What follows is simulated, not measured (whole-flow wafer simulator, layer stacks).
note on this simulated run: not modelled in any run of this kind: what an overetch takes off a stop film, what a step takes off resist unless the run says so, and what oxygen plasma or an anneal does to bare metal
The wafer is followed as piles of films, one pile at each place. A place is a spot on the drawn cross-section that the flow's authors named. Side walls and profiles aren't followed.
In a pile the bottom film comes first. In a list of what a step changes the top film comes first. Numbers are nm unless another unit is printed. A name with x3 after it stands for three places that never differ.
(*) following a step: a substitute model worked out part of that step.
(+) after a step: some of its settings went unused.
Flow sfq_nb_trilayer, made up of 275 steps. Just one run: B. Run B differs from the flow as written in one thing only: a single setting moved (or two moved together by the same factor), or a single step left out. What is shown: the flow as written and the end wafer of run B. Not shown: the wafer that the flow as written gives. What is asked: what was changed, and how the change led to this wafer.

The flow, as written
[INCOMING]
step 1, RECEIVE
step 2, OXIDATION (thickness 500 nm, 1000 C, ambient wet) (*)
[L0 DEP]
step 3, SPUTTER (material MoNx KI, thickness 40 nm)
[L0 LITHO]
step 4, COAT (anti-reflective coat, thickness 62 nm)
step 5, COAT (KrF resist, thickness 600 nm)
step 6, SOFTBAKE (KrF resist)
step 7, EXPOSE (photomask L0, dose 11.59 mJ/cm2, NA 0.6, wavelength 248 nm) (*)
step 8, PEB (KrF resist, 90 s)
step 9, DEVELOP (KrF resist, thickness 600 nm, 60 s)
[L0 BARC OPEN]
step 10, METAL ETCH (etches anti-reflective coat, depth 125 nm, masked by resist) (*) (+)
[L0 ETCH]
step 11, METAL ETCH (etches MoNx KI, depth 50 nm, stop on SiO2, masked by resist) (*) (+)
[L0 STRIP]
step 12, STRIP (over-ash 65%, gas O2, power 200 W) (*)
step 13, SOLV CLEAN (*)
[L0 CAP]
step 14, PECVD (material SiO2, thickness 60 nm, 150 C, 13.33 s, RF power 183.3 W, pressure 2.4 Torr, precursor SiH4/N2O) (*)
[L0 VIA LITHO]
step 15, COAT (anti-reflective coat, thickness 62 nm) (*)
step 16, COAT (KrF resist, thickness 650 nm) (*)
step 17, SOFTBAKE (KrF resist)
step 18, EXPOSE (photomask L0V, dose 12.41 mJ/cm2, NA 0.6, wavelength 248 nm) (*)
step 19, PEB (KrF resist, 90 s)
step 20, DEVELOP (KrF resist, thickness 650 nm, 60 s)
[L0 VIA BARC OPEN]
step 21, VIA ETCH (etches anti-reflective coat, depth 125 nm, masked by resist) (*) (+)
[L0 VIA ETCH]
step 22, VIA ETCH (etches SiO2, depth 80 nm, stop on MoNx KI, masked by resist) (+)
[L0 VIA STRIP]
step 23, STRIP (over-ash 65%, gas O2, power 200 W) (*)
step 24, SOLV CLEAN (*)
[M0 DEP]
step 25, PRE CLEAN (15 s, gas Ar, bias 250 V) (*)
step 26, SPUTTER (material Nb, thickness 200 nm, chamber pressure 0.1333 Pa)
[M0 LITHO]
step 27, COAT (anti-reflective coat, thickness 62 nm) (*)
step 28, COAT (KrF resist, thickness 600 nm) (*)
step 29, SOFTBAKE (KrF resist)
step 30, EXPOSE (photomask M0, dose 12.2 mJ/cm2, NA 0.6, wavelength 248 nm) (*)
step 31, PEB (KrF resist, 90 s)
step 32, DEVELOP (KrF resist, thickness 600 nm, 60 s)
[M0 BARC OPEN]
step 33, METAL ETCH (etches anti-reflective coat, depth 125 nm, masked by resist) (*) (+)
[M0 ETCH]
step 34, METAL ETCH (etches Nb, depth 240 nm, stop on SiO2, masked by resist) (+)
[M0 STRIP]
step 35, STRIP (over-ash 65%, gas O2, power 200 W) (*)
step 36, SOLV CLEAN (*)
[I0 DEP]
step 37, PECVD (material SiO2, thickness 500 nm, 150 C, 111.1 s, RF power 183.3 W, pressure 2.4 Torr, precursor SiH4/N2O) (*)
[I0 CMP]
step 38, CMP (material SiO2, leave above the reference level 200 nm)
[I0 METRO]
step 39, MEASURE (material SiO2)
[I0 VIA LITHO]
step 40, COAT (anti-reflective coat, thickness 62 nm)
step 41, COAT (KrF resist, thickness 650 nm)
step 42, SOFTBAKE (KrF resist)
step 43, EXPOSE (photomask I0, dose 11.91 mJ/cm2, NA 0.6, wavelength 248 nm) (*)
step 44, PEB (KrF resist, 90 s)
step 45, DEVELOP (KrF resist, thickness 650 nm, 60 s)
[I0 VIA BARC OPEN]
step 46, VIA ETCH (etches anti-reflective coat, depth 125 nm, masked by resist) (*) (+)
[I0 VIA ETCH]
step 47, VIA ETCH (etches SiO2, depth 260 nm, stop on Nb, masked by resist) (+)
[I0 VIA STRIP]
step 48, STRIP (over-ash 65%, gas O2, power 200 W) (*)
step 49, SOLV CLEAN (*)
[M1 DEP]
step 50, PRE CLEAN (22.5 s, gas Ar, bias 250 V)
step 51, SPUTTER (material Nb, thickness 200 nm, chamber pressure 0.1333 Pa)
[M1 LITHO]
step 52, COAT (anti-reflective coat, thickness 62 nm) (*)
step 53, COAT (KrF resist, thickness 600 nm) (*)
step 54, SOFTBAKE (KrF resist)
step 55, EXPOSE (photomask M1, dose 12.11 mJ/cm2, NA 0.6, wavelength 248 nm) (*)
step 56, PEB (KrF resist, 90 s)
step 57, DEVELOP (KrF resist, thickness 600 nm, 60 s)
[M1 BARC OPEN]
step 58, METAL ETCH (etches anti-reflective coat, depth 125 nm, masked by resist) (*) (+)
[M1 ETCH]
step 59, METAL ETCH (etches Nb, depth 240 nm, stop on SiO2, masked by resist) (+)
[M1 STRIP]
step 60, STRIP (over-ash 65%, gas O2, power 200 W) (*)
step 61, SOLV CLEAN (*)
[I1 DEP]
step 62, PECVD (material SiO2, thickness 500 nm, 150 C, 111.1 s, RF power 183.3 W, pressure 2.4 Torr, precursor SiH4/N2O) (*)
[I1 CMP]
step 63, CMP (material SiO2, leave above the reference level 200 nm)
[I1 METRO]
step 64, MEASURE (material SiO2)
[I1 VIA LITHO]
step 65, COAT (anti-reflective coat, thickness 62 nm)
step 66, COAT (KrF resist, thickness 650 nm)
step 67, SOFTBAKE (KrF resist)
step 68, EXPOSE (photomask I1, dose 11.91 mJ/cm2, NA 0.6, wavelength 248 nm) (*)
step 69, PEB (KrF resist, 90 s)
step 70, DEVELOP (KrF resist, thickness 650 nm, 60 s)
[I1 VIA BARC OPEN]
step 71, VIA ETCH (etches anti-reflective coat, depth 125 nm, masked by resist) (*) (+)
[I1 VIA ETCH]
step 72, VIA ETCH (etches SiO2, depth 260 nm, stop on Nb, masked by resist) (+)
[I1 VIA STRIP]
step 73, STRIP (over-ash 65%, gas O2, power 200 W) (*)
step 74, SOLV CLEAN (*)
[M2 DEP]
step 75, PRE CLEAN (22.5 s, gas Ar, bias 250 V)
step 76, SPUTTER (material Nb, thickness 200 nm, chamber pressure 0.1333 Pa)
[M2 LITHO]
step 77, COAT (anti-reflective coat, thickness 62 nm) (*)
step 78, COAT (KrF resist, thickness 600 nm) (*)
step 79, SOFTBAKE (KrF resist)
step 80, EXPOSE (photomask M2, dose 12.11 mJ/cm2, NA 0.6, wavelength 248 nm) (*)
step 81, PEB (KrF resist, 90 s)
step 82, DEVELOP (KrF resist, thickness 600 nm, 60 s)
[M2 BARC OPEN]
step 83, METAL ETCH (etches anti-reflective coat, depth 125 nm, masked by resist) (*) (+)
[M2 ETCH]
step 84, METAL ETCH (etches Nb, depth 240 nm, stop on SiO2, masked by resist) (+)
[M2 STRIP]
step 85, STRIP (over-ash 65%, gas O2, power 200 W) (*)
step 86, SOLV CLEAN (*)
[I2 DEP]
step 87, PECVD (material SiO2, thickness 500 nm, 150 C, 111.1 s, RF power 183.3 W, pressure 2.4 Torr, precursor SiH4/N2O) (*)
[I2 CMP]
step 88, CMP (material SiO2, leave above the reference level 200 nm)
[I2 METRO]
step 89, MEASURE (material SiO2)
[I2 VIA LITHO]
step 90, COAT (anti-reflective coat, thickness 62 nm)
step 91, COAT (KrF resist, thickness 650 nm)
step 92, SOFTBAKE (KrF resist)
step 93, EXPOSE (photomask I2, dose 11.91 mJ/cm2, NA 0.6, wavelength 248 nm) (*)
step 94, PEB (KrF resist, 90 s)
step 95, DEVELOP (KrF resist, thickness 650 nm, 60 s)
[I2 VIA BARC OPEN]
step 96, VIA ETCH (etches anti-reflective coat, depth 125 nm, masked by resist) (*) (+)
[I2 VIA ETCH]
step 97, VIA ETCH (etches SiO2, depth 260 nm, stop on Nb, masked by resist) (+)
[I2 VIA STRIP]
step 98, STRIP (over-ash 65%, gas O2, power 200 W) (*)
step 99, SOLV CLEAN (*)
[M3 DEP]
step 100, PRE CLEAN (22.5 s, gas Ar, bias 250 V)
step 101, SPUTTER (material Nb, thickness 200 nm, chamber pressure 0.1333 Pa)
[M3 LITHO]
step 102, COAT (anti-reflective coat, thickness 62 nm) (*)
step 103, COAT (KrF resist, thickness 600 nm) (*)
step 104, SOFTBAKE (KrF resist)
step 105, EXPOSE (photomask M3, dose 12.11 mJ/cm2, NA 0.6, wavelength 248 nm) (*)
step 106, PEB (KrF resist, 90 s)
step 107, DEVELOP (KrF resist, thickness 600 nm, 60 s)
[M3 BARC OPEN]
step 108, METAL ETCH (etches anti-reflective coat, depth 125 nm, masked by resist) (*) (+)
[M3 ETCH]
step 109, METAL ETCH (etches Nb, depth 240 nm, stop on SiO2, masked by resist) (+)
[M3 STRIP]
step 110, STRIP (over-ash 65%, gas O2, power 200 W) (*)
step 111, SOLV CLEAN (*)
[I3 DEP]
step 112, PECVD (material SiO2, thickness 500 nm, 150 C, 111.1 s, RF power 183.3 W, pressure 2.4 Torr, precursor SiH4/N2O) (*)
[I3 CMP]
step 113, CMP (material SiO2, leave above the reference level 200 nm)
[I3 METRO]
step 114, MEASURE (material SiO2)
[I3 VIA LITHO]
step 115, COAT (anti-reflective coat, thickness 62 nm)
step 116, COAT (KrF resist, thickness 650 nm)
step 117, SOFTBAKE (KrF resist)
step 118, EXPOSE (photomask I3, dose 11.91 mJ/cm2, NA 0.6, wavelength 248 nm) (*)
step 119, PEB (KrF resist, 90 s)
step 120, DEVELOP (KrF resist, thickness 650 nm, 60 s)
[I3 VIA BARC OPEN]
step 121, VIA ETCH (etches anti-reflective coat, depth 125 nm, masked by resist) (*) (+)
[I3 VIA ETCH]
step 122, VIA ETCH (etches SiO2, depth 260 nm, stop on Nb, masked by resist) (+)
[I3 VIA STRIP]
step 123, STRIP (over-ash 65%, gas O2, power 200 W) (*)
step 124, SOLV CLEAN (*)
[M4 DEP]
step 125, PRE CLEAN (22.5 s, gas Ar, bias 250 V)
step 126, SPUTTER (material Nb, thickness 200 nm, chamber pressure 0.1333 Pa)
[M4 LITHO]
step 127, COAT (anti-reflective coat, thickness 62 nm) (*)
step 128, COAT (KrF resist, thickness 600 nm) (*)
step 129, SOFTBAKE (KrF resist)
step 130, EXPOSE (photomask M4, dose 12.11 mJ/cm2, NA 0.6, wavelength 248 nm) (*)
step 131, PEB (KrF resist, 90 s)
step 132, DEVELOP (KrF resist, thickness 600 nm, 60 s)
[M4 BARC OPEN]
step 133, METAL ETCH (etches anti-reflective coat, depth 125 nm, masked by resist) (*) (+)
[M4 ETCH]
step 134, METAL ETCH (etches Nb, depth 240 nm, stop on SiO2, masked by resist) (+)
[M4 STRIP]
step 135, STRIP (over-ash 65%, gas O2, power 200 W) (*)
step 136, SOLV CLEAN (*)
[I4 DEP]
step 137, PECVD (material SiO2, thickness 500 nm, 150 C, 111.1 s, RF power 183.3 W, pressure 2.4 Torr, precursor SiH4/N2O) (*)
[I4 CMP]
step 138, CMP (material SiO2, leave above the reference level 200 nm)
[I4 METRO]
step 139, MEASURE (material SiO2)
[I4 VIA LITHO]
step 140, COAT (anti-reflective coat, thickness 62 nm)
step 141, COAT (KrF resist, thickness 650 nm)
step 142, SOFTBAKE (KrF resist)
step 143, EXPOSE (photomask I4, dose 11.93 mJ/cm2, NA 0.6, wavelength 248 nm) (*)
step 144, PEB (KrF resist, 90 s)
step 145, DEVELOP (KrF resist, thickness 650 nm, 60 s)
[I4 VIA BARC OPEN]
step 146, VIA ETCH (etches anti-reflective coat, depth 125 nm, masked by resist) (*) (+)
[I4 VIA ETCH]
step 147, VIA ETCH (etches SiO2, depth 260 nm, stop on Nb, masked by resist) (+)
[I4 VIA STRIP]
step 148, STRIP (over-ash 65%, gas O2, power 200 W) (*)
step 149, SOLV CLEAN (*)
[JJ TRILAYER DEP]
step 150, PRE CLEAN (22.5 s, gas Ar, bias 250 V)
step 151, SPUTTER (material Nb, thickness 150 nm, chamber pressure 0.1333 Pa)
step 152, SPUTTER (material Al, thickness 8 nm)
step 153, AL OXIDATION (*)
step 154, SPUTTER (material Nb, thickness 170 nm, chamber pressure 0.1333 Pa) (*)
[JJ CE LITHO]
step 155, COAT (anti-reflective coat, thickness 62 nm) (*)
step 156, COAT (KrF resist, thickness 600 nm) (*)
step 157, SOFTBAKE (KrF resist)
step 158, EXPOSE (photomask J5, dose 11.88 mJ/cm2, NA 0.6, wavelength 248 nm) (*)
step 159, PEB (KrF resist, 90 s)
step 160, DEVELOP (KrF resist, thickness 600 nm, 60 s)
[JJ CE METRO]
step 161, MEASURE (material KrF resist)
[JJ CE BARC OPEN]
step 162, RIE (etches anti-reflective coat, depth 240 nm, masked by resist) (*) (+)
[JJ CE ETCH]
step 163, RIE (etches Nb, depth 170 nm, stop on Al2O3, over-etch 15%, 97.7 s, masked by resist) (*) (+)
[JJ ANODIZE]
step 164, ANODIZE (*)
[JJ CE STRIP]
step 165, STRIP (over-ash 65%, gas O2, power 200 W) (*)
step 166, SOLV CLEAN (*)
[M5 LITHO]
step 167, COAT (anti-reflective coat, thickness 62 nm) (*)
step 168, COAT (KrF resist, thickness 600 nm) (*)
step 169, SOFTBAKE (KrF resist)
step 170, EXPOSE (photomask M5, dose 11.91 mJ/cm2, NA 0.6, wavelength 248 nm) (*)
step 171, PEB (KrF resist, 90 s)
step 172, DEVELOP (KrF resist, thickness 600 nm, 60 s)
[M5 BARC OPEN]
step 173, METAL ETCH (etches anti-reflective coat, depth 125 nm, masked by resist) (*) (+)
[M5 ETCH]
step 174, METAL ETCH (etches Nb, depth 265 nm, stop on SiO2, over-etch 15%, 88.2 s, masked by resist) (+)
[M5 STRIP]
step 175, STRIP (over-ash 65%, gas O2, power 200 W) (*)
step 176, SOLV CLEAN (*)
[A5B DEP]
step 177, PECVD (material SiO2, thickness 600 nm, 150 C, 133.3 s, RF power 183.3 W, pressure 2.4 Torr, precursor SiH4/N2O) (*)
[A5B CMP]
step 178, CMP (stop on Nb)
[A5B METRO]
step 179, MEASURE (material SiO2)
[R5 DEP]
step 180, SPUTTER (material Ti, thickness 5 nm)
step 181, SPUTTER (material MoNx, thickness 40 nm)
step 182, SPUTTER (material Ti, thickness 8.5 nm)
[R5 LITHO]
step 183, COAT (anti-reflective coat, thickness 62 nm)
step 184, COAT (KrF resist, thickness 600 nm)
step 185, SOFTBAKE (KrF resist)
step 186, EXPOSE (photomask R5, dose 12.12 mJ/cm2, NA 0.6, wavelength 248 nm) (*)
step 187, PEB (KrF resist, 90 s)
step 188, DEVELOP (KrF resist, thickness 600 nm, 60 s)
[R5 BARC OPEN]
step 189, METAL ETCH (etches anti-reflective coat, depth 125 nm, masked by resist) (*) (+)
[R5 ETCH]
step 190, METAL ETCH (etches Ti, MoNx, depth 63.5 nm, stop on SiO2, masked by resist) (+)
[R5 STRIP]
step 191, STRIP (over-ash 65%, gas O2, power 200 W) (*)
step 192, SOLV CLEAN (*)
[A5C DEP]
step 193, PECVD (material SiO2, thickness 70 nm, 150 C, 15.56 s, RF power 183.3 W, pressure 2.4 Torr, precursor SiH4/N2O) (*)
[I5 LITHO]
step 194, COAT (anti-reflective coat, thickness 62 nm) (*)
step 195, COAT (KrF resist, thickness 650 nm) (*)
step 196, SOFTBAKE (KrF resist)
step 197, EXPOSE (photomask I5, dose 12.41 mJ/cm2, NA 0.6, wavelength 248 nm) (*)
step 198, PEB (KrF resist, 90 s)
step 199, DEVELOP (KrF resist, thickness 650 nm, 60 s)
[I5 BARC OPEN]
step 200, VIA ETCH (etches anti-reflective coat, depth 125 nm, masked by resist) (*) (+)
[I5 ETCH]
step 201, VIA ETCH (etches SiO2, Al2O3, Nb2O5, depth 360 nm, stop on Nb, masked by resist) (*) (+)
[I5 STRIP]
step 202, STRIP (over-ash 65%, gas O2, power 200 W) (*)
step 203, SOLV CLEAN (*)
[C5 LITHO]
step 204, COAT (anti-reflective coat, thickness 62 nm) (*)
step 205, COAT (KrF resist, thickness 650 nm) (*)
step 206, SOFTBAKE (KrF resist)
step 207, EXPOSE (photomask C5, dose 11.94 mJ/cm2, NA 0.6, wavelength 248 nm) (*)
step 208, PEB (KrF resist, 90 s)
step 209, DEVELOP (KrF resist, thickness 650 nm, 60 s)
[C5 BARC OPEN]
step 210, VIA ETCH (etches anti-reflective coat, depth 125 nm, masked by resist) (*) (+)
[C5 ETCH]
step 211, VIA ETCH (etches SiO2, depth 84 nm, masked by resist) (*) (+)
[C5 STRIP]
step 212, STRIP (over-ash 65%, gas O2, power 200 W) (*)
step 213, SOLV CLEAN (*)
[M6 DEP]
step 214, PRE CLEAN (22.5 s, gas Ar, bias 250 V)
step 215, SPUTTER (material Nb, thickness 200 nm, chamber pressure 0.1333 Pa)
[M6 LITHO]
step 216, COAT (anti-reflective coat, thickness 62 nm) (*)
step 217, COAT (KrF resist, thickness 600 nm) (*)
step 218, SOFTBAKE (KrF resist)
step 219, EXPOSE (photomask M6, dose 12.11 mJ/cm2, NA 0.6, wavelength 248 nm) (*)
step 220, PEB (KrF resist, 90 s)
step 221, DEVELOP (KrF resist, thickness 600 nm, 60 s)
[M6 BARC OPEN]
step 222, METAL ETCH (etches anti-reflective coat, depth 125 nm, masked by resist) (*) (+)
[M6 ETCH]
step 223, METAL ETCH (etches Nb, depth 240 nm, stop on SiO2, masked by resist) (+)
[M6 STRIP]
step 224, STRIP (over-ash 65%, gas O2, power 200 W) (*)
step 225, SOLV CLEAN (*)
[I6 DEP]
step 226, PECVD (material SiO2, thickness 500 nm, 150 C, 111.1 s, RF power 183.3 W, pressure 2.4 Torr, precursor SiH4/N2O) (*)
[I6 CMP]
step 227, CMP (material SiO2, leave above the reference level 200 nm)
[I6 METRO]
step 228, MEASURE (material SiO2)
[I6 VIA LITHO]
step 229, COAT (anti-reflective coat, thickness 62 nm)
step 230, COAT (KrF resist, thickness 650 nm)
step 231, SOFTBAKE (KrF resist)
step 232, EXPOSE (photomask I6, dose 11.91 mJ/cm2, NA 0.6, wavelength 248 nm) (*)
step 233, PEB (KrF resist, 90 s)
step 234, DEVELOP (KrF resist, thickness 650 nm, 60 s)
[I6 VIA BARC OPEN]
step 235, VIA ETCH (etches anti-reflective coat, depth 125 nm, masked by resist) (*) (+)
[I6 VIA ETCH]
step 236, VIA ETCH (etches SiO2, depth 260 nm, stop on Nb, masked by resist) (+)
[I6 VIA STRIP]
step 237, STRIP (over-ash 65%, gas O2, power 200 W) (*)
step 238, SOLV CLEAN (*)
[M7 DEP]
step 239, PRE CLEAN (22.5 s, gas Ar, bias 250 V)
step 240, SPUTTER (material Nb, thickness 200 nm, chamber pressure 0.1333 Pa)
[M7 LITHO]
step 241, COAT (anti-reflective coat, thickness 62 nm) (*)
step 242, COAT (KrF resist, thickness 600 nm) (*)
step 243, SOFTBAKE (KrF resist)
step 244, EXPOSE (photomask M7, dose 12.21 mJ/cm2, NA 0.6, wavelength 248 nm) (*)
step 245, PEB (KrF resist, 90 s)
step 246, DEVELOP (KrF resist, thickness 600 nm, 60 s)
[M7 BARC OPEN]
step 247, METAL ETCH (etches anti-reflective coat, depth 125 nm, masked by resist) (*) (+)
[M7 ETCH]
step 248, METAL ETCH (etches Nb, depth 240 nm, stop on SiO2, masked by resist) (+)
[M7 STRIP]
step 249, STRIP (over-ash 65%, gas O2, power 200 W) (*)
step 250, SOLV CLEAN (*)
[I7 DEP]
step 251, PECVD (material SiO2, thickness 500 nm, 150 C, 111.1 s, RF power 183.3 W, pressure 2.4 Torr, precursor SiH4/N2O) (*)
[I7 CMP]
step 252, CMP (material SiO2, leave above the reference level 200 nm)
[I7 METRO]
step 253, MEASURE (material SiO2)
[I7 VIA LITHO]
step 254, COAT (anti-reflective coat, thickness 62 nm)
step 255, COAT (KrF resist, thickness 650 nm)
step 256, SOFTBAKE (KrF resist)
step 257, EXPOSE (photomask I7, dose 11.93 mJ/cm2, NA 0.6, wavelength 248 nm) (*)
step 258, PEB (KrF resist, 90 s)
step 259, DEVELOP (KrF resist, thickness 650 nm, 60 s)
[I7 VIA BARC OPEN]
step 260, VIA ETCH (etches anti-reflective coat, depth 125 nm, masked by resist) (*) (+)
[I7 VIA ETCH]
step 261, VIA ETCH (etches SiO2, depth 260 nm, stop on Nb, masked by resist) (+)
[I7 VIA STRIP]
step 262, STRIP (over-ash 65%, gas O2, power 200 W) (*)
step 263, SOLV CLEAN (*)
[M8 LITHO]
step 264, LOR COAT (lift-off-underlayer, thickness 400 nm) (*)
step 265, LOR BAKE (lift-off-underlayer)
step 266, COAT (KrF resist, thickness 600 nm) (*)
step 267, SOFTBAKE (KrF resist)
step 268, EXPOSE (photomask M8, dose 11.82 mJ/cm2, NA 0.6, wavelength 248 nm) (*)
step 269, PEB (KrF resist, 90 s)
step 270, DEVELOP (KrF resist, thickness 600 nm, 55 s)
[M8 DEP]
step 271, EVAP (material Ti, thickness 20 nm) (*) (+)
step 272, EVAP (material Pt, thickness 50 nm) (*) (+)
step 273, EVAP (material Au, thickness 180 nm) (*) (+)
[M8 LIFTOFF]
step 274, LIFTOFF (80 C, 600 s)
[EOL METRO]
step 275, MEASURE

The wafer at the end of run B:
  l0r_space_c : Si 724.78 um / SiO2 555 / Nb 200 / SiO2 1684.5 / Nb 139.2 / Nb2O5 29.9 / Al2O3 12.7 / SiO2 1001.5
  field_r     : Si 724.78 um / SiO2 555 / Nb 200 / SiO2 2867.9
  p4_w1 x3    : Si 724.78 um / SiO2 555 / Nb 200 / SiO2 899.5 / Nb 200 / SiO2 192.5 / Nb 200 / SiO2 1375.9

What caused this: step 51, SPUTTER: thickness 122 nm was run, whereas the flow has thickness 200 nm.

The path from the change to this, step by step:
  step 51, SPUTTER (material Nb, thickness 200 nm, chamber pressure 0.1333 Pa)
      field_l, v_sur, via_wl and 102 more: Nb gains 122 (new film) (as written it would have been: Nb gains 200 (new film))
      via_w: Nb gains 107.3 (as written it would have been: Nb gains 174.5)
  step 52, COAT (anti-reflective coat, thickness 62 nm) (*)
      via_wl: anti-reflective coat gains 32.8 (new film) (as written it would have been: anti-reflective coat gains 33.8 (new film))
      via_w: anti-reflective coat gains 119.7 (new film) (as written it would have been: anti-reflective coat gains 123.1 (new film))
      (and at 1 other place as well)
  step 59, METAL ETCH (etches Nb, depth 240 nm, stop on SiO2, masked by resist) (+)
      field_l, be, be_sur and 79 more: Nb loses 122 (all of it) (as written it would have been: Nb loses 200 (all of it))
      v_sur, via_wl, via_w and 21 more: KrF resist loses 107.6 (as written it would have been: KrF resist loses 141.2)
  step 60, STRIP (over-ash 65%, gas O2, power 200 W) (*)
      wl_j_sl, wl_jj, wl_j_sr and 13 more: KrF resist loses 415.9 (all of it), anti-reflective coat loses 62 (all of it) (as written it would have been: KrF resist loses 382.4 (all of it), anti-reflective coat loses 62 (all of it))
      v_sur: KrF resist loses 400 (all of it), anti-reflective coat loses 60.9 (all of it) (as written it would have been: KrF resist loses 365.9 (all of it), anti-reflective coat loses 61.1 (all of it))
      (and at 7 other places as well)
  step 62, PECVD (material SiO2, thickness 500 nm, 150 C, 111.1 s, RF power 183.3 W, pressure 2.4 Torr, precursor SiH4/N2O) (*)
      wl_d_sl, wl_d_sr: SiO2 gains 500 (as written it would have been: SiO2 gains 557.1)
      via_w: SiO2 gains 586.8 (new film) (as written it would have been: SiO2 gains 606 (new film))
  step 63, CMP (material SiO2, leave above the reference level 200 nm)
      field_l, be, be_sur and 72 more: SiO2 loses 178 (as written it would have been: SiO2 loses 100)
      lsp_m, ln_m6, lsp_r, l0_sur, l0v: SiO2 loses 178 (as written it would have been: SiO2 loses 94.9)
      (and at 3 other places as well)
